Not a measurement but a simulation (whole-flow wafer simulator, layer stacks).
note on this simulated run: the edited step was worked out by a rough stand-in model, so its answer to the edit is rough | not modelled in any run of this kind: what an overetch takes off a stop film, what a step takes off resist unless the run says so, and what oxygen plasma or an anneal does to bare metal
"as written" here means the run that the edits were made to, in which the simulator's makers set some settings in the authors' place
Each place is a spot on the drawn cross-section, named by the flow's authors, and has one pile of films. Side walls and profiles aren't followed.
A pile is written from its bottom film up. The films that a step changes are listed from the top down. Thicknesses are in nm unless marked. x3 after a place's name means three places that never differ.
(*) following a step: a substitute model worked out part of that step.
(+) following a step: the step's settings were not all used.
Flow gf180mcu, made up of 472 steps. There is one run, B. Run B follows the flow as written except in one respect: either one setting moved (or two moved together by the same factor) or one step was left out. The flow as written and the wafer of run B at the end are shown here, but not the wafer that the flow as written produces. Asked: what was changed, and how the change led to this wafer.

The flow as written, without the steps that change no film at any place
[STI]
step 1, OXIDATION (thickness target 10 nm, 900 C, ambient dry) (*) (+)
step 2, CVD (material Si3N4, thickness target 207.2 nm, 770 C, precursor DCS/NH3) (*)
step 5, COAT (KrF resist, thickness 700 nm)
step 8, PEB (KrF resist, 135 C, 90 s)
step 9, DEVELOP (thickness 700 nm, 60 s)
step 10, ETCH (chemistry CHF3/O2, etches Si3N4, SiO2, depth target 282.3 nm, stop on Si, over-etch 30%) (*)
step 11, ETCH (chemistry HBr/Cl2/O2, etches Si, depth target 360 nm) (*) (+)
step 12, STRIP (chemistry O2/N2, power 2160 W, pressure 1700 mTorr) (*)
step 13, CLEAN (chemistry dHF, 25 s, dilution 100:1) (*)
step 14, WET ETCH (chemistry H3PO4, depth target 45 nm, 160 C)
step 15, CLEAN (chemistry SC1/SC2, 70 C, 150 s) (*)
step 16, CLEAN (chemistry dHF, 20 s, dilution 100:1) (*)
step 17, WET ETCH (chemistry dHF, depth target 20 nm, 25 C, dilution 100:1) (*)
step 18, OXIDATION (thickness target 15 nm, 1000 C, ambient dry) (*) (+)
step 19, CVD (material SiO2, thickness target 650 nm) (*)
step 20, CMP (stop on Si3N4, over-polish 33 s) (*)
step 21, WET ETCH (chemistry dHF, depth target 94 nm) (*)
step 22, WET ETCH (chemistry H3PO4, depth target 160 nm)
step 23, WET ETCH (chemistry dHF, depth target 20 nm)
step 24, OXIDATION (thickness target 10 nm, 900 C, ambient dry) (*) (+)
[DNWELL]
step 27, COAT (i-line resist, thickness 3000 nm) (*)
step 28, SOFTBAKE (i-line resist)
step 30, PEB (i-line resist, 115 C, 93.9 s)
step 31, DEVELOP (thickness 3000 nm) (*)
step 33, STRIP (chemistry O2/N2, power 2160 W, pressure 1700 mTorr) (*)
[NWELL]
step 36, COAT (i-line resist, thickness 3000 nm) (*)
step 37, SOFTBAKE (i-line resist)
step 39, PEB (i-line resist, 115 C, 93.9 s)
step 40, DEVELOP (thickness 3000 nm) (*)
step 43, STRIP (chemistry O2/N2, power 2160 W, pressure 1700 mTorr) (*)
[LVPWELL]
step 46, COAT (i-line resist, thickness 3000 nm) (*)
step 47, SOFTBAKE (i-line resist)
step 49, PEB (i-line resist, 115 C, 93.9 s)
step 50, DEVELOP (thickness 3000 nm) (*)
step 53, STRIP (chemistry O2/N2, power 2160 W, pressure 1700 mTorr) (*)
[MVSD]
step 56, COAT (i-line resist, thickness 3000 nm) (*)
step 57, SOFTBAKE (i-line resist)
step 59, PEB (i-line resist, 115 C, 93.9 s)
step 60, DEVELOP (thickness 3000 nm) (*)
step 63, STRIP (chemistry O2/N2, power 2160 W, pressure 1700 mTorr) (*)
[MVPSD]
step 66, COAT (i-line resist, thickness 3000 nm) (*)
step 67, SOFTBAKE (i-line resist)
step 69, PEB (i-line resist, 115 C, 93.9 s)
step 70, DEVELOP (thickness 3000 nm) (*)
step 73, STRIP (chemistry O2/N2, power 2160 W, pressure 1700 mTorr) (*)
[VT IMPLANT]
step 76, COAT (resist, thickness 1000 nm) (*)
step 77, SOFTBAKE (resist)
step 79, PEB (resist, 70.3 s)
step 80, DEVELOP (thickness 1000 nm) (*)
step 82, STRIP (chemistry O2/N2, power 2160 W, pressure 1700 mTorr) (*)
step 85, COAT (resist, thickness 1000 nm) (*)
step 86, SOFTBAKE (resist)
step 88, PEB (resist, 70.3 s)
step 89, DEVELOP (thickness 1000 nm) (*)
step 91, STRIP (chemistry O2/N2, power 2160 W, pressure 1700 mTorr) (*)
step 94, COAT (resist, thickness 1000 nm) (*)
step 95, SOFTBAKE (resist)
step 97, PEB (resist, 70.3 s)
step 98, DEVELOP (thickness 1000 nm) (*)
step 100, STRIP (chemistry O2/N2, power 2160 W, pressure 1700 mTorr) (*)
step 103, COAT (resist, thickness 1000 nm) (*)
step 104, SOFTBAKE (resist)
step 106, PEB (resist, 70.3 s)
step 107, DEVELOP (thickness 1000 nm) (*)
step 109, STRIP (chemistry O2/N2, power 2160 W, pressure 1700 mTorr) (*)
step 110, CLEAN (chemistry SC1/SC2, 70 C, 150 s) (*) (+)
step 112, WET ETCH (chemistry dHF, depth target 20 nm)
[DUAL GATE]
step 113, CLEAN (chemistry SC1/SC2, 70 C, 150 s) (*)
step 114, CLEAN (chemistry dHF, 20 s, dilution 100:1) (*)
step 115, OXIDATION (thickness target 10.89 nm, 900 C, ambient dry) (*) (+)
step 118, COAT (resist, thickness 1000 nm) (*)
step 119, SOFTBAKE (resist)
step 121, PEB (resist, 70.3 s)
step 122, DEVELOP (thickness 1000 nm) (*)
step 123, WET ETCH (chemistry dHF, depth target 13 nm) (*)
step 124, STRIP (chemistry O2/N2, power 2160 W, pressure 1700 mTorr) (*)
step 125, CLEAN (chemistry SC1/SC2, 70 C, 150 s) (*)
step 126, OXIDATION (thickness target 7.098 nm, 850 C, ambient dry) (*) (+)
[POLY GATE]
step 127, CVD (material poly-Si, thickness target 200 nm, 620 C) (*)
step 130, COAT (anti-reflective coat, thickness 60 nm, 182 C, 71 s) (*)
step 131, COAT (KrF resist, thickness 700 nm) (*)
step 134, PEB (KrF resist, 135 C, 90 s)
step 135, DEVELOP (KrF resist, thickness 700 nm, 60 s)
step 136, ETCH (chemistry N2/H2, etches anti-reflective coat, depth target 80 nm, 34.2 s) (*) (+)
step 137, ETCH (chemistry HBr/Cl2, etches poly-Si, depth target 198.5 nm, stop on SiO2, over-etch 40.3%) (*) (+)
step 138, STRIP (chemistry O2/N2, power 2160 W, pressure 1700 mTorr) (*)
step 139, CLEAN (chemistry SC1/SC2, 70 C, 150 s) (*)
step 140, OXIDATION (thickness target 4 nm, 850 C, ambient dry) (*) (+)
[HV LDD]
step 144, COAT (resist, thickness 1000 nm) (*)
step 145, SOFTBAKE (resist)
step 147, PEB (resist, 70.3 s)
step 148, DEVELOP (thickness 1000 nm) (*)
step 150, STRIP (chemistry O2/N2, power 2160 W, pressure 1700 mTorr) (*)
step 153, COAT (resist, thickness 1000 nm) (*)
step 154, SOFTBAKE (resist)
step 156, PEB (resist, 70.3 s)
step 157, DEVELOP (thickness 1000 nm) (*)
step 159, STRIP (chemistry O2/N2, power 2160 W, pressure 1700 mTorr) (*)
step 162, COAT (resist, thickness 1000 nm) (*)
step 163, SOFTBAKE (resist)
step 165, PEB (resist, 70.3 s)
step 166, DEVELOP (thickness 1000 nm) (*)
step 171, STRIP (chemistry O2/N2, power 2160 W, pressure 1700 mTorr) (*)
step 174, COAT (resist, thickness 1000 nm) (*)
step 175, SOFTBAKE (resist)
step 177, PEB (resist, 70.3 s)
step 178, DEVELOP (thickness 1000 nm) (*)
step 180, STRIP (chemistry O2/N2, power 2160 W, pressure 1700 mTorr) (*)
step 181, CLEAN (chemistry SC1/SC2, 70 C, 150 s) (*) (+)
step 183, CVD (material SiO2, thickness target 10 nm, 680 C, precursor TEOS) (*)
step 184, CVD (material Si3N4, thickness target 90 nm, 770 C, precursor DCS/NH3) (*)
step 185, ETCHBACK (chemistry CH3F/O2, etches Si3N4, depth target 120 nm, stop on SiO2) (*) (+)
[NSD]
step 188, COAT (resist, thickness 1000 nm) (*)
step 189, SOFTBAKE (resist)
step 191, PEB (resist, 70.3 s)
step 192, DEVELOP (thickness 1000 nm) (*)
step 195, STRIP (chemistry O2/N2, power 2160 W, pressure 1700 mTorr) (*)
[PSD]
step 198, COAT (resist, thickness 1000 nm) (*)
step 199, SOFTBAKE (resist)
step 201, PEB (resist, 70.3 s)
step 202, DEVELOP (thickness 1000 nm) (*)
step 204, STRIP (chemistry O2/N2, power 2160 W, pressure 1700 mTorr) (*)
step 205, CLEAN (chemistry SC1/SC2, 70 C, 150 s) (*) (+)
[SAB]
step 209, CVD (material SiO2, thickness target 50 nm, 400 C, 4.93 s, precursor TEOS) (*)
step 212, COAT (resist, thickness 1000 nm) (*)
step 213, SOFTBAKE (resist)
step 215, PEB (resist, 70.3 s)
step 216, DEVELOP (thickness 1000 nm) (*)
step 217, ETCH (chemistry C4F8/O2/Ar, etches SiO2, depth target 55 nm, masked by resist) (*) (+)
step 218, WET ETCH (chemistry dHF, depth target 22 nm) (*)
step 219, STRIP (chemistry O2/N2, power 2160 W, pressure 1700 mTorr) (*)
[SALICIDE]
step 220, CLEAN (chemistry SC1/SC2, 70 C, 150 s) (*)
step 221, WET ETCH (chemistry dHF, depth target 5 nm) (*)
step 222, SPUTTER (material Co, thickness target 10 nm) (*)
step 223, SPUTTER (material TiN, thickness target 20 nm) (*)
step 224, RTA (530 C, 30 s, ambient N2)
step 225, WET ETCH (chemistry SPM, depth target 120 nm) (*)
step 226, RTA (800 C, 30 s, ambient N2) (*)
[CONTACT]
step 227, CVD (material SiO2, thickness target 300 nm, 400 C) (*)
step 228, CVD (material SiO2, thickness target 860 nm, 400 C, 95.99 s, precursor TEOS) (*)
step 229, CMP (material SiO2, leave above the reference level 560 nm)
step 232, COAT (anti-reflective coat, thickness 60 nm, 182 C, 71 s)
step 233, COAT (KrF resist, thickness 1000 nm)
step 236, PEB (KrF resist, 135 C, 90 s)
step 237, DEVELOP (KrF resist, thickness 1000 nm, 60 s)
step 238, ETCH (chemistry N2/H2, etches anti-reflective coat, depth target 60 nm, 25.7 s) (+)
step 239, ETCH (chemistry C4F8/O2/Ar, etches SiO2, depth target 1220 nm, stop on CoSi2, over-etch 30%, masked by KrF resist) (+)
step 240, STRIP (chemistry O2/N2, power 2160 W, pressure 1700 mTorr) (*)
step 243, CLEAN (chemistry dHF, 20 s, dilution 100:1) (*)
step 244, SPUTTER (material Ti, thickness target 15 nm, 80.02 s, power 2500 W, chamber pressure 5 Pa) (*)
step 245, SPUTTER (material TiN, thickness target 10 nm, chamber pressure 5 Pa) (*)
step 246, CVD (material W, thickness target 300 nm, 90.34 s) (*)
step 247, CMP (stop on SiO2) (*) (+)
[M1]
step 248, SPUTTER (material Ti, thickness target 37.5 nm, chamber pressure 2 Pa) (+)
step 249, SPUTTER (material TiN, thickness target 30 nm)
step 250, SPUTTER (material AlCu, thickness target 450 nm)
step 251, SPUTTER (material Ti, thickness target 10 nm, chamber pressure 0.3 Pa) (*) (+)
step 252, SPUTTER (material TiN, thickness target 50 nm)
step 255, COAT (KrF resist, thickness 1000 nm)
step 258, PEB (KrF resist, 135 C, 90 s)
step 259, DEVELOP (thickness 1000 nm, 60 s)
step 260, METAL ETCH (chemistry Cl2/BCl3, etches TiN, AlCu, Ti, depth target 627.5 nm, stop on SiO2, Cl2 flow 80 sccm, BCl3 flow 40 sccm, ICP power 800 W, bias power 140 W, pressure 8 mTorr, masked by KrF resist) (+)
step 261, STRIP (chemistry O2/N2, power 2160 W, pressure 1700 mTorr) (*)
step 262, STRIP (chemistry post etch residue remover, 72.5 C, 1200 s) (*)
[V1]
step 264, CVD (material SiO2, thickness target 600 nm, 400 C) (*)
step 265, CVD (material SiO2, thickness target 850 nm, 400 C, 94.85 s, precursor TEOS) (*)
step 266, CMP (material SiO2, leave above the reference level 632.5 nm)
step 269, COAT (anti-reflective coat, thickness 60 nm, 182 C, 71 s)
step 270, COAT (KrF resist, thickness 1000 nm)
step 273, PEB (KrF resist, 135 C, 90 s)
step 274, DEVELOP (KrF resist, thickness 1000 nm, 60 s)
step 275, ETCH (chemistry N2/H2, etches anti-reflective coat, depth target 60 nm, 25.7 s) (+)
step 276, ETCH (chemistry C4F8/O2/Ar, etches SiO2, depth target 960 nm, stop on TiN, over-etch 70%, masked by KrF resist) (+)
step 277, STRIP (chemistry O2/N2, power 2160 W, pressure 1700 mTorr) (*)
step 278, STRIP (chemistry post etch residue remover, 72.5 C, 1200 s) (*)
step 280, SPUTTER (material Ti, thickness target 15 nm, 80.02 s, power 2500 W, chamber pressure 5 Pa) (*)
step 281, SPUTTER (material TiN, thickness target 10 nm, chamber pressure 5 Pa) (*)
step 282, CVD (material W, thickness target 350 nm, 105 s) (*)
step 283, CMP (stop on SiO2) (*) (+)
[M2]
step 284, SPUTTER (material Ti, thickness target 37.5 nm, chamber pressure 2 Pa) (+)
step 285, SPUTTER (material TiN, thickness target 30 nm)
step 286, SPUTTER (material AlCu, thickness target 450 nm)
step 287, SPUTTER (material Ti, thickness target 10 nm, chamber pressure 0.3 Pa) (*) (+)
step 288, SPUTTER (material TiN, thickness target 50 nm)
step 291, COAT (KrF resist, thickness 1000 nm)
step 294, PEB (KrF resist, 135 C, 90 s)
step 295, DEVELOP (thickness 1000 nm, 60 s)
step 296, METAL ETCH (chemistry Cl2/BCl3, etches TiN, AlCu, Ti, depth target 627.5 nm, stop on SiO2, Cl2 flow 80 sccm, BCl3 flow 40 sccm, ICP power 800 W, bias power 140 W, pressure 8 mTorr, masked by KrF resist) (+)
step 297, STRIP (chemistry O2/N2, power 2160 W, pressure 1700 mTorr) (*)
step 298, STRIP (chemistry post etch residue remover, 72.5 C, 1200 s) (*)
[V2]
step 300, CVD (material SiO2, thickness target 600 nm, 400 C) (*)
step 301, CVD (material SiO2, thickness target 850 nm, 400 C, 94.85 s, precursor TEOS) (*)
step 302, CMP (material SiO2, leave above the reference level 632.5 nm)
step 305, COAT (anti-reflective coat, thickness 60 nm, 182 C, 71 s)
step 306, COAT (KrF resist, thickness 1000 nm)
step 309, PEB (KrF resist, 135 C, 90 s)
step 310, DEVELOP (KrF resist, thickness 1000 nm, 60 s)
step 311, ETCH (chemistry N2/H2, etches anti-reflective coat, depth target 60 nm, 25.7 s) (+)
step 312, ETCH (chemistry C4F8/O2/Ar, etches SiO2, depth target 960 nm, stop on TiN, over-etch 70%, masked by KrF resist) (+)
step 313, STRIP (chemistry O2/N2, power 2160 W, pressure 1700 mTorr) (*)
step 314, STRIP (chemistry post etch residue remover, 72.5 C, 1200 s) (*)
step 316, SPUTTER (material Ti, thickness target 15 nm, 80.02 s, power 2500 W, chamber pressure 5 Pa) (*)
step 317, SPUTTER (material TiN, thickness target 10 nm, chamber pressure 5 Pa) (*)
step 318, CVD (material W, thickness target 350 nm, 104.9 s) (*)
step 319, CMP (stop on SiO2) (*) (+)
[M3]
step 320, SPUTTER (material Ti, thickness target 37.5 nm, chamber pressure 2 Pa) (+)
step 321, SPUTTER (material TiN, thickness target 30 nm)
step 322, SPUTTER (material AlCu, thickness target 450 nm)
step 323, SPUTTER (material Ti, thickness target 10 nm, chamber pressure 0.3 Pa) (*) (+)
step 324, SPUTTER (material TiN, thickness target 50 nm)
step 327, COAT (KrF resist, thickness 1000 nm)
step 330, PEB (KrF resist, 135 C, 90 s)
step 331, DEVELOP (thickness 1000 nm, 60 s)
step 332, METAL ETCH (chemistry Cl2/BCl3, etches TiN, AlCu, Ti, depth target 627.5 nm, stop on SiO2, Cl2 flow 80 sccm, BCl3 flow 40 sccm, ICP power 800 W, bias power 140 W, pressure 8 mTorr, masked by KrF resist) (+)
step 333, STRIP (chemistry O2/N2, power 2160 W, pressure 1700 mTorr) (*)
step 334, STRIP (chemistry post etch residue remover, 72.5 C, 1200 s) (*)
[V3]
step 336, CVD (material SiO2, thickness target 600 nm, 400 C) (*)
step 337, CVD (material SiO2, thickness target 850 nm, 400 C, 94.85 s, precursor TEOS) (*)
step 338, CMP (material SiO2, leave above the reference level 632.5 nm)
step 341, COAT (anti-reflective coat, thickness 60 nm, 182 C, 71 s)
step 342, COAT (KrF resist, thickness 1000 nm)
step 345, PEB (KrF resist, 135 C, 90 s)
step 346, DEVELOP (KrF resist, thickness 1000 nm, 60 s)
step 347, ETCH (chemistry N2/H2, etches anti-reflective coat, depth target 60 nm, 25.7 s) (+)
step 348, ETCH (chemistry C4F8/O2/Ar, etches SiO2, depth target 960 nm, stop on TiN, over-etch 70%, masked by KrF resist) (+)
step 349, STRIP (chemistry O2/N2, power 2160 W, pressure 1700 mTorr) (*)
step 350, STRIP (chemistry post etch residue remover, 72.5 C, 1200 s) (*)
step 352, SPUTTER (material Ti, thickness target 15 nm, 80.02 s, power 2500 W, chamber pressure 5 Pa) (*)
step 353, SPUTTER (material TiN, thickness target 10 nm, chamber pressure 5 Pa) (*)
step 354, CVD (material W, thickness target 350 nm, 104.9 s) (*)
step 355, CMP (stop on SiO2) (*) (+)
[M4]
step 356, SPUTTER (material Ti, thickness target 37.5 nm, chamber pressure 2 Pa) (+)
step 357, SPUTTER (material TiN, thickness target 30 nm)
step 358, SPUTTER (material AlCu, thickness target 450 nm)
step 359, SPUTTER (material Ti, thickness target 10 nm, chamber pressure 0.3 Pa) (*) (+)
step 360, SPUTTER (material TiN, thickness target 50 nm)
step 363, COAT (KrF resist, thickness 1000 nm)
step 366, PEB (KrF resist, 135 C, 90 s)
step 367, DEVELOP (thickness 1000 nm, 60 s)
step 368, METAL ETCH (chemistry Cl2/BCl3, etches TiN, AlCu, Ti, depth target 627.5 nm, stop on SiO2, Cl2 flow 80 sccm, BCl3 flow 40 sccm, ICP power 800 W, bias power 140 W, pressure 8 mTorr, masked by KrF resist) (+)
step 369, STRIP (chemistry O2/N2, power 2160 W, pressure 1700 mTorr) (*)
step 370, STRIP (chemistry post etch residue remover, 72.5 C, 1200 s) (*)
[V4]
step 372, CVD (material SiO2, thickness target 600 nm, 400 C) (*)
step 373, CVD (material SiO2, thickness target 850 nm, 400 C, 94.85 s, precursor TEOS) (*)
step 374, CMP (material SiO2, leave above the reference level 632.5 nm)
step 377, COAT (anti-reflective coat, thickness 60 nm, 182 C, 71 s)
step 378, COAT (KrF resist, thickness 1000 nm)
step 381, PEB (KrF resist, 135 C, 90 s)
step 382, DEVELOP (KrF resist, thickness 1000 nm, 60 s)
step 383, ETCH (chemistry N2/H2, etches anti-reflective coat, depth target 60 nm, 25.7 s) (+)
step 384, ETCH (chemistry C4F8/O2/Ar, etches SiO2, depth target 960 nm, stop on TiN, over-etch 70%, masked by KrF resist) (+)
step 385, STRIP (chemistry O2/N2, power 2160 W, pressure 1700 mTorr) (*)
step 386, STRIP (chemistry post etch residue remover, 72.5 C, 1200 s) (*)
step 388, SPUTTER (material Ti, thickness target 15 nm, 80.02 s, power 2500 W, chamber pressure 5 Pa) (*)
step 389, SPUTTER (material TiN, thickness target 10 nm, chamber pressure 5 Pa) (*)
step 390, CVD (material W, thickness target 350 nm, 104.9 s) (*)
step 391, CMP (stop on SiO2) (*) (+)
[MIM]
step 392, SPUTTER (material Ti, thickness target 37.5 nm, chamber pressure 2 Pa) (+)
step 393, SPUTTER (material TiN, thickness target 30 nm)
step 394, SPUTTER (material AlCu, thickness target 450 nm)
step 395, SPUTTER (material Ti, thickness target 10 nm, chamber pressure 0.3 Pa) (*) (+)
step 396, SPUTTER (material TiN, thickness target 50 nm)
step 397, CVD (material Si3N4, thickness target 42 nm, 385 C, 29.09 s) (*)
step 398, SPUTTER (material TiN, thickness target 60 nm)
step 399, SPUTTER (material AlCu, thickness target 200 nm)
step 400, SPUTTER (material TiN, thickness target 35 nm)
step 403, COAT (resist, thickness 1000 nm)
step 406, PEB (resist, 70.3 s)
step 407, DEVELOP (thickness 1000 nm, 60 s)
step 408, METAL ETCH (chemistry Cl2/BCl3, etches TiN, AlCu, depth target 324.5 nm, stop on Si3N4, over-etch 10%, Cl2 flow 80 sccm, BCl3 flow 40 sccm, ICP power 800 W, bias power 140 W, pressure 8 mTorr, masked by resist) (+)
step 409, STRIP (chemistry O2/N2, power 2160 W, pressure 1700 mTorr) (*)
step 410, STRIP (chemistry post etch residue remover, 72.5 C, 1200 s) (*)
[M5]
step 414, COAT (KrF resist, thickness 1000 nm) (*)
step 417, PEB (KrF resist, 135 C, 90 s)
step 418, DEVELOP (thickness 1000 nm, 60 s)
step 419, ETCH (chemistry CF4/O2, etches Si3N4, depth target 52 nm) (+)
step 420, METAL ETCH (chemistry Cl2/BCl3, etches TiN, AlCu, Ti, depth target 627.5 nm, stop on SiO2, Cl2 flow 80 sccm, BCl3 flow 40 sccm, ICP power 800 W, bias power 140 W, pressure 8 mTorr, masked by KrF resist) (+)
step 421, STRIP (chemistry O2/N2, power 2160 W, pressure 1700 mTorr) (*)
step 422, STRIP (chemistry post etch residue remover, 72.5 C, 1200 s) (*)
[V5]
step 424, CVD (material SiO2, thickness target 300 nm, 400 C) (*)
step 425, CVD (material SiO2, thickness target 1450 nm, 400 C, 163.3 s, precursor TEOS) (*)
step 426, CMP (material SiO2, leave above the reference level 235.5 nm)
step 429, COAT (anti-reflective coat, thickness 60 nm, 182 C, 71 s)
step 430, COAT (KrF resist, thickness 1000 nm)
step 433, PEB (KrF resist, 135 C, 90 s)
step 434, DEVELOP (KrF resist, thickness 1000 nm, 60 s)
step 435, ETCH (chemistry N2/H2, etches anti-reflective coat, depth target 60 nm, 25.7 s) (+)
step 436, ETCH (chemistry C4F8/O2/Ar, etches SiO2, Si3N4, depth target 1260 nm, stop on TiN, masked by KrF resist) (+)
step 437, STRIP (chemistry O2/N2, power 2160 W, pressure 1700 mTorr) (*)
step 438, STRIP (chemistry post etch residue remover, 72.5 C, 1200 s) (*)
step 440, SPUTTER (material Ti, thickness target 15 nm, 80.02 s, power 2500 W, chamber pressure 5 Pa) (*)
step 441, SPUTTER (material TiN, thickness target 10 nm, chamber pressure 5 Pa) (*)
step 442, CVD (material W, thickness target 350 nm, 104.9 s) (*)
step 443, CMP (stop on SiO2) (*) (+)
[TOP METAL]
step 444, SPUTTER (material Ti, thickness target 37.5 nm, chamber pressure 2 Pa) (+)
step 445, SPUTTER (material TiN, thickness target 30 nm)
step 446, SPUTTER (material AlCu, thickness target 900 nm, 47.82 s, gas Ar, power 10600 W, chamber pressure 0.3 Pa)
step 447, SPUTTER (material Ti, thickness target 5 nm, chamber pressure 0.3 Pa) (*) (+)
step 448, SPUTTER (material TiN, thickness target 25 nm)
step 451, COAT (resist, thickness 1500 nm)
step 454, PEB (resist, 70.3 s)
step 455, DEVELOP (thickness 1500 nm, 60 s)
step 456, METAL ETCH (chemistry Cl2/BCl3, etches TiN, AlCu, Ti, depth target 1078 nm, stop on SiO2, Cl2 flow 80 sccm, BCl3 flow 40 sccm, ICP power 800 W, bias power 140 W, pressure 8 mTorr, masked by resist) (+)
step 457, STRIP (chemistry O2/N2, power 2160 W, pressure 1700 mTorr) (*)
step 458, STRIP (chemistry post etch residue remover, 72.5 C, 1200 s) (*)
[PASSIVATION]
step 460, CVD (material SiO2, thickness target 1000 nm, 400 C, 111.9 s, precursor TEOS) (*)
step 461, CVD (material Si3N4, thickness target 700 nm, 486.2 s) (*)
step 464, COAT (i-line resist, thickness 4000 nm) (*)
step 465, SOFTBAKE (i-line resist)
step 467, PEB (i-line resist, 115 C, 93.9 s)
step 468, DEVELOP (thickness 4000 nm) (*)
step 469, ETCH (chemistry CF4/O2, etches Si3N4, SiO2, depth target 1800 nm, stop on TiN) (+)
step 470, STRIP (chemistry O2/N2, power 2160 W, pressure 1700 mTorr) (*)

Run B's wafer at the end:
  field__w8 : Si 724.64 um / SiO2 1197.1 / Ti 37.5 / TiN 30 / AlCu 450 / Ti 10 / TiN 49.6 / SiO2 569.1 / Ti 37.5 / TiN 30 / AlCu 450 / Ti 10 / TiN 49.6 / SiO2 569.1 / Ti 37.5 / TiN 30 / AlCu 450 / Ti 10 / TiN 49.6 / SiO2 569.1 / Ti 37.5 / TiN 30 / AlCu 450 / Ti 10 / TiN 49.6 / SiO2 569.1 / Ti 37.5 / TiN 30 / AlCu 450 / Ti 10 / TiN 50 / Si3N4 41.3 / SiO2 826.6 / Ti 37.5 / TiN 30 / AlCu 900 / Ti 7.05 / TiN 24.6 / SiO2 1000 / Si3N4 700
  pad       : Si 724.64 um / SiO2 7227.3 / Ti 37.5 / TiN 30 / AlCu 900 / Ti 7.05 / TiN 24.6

The reason: step 447, SPUTTER: thickness target 7.05 nm was run, whereas the flow has thickness target 5 nm.
The wafer lets one read it off: field__w8 has Ti 7.05, and step 447 as written asks for 5 nm.

Step by step, how the change led to this:
  step 447, SPUTTER (material Ti, thickness target 5 nm, chamber pressure 0.3 Pa) (*) (+)
      field, field__w1, field__w2 and 109 more: +7.05 Ti (new film) (as written it would have been: +5 Ti (new film))
  step 456, METAL ETCH (chemistry Cl2/BCl3, etches TiN, AlCu, Ti, depth target 1078 nm, stop on SiO2, Cl2 flow 80 sccm, BCl3 flow 40 sccm, ICP power 800 W, bias power 140 W, pressure 8 mTorr, masked by resist) (+)
      field, field__w1, field__w2 and 103 more: -25 TiN (all of it), -7.05 Ti (all of it), -900 AlCu (all of it), -30 TiN (all of it), -37.5 Ti (all of it) (as written it would have been: -25 TiN (all of it), -5 Ti (all of it), -900 AlCu (all of it), -30 TiN (all of it), -37.5 Ti (all of it))
